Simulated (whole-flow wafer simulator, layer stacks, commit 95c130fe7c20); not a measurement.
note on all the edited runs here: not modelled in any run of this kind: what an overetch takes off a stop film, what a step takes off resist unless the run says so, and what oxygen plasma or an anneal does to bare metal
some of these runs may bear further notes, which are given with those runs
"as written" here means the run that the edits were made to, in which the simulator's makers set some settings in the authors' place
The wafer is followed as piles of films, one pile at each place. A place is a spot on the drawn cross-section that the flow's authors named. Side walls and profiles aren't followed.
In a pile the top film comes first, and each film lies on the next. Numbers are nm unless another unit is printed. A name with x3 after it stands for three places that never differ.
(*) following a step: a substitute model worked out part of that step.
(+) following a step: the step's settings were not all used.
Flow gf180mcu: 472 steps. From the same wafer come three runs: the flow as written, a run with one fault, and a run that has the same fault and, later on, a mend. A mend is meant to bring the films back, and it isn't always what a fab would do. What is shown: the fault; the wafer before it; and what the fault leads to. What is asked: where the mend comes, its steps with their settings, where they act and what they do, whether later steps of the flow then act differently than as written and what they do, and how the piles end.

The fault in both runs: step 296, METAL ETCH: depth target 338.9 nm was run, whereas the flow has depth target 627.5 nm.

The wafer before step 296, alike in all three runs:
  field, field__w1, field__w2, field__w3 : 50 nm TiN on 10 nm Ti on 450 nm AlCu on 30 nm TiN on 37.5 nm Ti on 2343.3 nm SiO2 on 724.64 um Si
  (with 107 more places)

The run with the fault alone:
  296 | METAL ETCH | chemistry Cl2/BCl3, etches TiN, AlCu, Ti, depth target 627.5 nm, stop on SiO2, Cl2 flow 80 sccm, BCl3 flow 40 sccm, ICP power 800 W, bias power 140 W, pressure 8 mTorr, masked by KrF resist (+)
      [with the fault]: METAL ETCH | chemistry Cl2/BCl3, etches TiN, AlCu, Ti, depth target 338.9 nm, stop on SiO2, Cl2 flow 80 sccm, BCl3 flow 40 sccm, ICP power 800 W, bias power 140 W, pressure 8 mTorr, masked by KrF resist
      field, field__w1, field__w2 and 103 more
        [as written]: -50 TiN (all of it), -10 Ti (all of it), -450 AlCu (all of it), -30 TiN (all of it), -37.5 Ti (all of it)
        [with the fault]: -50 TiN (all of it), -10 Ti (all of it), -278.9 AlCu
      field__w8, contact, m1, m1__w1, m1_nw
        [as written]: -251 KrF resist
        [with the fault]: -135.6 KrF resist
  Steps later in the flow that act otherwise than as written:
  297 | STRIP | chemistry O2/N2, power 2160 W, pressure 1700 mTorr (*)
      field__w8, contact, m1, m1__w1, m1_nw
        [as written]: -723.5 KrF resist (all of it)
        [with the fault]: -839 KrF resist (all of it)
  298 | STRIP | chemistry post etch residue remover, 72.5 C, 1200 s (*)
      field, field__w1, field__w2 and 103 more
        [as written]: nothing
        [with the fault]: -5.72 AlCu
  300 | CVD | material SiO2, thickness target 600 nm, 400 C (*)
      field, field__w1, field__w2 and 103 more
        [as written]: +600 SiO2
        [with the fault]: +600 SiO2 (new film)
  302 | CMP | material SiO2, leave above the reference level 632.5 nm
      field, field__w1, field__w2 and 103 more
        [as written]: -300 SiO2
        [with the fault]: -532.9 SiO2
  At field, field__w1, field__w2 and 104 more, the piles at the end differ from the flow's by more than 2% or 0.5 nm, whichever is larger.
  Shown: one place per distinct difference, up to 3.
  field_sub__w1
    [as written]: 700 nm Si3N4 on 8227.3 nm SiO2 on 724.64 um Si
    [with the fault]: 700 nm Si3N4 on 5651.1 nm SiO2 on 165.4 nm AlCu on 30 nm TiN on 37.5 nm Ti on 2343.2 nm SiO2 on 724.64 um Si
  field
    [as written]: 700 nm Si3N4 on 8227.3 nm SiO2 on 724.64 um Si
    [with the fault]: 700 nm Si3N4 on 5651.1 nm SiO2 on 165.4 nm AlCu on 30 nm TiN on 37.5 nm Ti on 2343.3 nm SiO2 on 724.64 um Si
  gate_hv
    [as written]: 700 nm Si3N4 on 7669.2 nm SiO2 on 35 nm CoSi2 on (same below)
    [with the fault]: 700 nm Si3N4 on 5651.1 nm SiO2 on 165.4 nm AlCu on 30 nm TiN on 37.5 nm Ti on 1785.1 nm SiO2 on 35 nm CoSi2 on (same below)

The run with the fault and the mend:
  The mend stands after step 296.
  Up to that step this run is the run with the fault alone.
  296a | METAL ETCH | chemistry Cl2/BCl3, etches TiN, AlCu, Ti, depth target 288.6 nm, stop on SiO2, Cl2 flow 80 sccm, BCl3 flow 40 sccm, ICP power 800 W, bias power 140 W, pressure 8 mTorr, masked by KrF resist (+) (the flow's step 296 again, with other settings)
      field, field__w1, field__w2 and 103 more
        -171.1 AlCu (all of it), -30 TiN (all of it), -37.5 Ti (all of it)
      field__w8, contact, m1, m1__w1, m1_nw
        -115.4 KrF resist
  Later steps of the flow that are run all act as written at every place that is followed.
  By the end, the piles equal the flow's at every place that both follow.
